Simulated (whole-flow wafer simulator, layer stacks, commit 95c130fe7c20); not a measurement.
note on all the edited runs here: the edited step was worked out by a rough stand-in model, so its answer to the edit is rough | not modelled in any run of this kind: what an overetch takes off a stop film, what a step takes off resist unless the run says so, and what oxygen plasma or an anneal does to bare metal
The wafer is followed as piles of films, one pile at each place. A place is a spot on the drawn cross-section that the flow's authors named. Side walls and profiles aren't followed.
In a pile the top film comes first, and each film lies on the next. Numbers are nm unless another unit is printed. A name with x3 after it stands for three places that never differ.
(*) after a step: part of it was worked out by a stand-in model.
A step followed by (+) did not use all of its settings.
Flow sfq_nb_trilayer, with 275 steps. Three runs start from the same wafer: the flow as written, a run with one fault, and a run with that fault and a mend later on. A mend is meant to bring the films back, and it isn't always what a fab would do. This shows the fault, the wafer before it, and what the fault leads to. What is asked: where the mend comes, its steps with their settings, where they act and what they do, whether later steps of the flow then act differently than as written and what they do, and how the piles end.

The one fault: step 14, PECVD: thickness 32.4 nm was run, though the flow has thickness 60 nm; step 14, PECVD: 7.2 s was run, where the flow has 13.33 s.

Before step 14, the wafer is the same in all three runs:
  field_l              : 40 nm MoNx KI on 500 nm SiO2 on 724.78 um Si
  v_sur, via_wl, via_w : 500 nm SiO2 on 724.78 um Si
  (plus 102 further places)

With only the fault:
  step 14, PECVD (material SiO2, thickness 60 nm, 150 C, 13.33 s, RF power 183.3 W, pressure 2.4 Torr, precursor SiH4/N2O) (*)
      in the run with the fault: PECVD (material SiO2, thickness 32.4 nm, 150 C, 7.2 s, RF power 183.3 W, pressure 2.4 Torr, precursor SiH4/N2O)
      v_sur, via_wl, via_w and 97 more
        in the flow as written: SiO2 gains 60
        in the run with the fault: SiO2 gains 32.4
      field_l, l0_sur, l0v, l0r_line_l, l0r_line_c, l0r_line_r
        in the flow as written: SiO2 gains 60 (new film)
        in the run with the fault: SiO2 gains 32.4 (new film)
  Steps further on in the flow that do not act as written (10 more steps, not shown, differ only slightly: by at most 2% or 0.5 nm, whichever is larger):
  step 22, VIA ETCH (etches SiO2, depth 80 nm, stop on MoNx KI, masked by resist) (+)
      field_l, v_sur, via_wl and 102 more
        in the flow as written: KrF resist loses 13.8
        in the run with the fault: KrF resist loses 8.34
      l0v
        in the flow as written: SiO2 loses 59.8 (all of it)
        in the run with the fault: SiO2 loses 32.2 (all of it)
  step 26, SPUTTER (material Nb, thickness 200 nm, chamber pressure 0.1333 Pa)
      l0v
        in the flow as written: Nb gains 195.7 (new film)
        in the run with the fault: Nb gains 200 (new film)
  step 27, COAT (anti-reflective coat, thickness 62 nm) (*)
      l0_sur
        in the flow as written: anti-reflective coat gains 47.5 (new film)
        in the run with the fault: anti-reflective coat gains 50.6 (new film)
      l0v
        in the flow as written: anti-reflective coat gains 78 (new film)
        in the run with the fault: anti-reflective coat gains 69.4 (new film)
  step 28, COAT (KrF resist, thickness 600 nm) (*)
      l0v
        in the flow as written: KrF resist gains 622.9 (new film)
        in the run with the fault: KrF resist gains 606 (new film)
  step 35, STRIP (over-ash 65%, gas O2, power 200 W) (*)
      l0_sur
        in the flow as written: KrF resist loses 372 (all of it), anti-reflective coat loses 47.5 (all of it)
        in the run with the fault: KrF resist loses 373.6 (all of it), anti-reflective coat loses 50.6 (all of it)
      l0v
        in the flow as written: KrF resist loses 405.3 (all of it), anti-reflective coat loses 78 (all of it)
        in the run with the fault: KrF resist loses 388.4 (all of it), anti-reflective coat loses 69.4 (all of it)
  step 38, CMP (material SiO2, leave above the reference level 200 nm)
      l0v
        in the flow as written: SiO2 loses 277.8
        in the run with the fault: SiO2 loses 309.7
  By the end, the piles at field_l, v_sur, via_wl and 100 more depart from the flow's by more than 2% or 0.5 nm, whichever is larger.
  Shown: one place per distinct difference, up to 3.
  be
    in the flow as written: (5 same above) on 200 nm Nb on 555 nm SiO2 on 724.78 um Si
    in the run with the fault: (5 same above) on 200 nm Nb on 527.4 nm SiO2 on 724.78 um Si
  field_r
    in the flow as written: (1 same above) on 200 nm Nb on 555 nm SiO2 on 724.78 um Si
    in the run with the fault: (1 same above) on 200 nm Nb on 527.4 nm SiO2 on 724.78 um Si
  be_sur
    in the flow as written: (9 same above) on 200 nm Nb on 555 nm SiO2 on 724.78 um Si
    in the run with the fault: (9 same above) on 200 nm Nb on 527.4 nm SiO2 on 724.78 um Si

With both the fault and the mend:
  After step 20 comes the mend.
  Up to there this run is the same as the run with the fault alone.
  step 20a, STRIP (over-ash 65%, gas O2, power 200 W) (*)
      p4_fl x3, p4_w1 x9, p4_g1 x2 and 59 more
        KrF resist loses 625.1 (all of it), anti-reflective coat loses 62 (all of it)
      jj_sur, ce_l, c5j, ce_r, sp_r, be_r, r_sur
        KrF resist loses 632 (all of it), anti-reflective coat loses 63.7 (all of it)
      be, moat
        KrF resist loses 632.3 (all of it), anti-reflective coat loses 63.8 (all of it)
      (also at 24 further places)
  step 20b, PECVD (material SiO2, thickness 27.6 nm, 150 C, 6.133 s, RF power 183.3 W, pressure 2.4 Torr, precursor SiH4/N2O) (the flow's step 14, run once more with other settings)
      field_l, v_sur, via_wl and 103 more
        SiO2 gains 27.6
  step 20c, COAT (anti-reflective coat, thickness 62 nm) (*) (the flow's step 15, run once more)
      p4_fl x3, p4_w1 x9, p4_g1 x2 and 59 more
        anti-reflective coat gains 62 (new film)
      be_sur, gap, jj_sur and 8 more
        anti-reflective coat gains 63.7 (new film)
      wire, be, moat, field_r, lsp_l
        anti-reflective coat gains 63.8 (new film)
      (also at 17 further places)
  step 20d, COAT (KrF resist, thickness 650 nm) (*) (the flow's step 16, run once more)
      p4_fl x3, p4_w1 x9, p4_g1 x2 and 59 more
        KrF resist gains 650 (new film)
      jj_sur, ce_l, c5j, ce_r, sp_r, be_r, r_sur
        KrF resist gains 656.9 (new film)
      v_sur, via_wr
        KrF resist gains 659.5 (new film)
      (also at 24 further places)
  step 20e, SOFTBAKE (KrF resist) (the flow's step 17, run once more)
      leaves every film unchanged at each place that is followed
  step 20f, EXPOSE (photomask L0V, dose 12.41 mJ/cm2, NA 0.6, wavelength 248 nm) (*) (the flow's step 18, run once more)
      leaves every film unchanged at each place that is followed
  step 20g, PEB (KrF resist, 90 s) (the flow's step 19, run once more)
      p4_fl x3, p4_w1 x9, p4_g1 x2 and 59 more
        KrF resist loses 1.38
      via_v, wire, be and 15 more
        KrF resist loses 1.39
      v_sur, via_w, via_wr, via_sp, lsp_m, ln_m6, lsp_r
        KrF resist loses 1.4
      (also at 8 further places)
  step 20h, DEVELOP (KrF resist, thickness 650 nm, 60 s) (the flow's step 20, run once more)
      field_l, v_sur, via_wl and 102 more
        KrF resist loses 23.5
      l0v
        KrF resist loses 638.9 (all of it)
  Later steps of the flow that are run all act as written at every place that is followed, up to a difference of at most 2% or 0.5 nm, whichever is larger.
  The piles end the same as the flow's at every place that both follow.
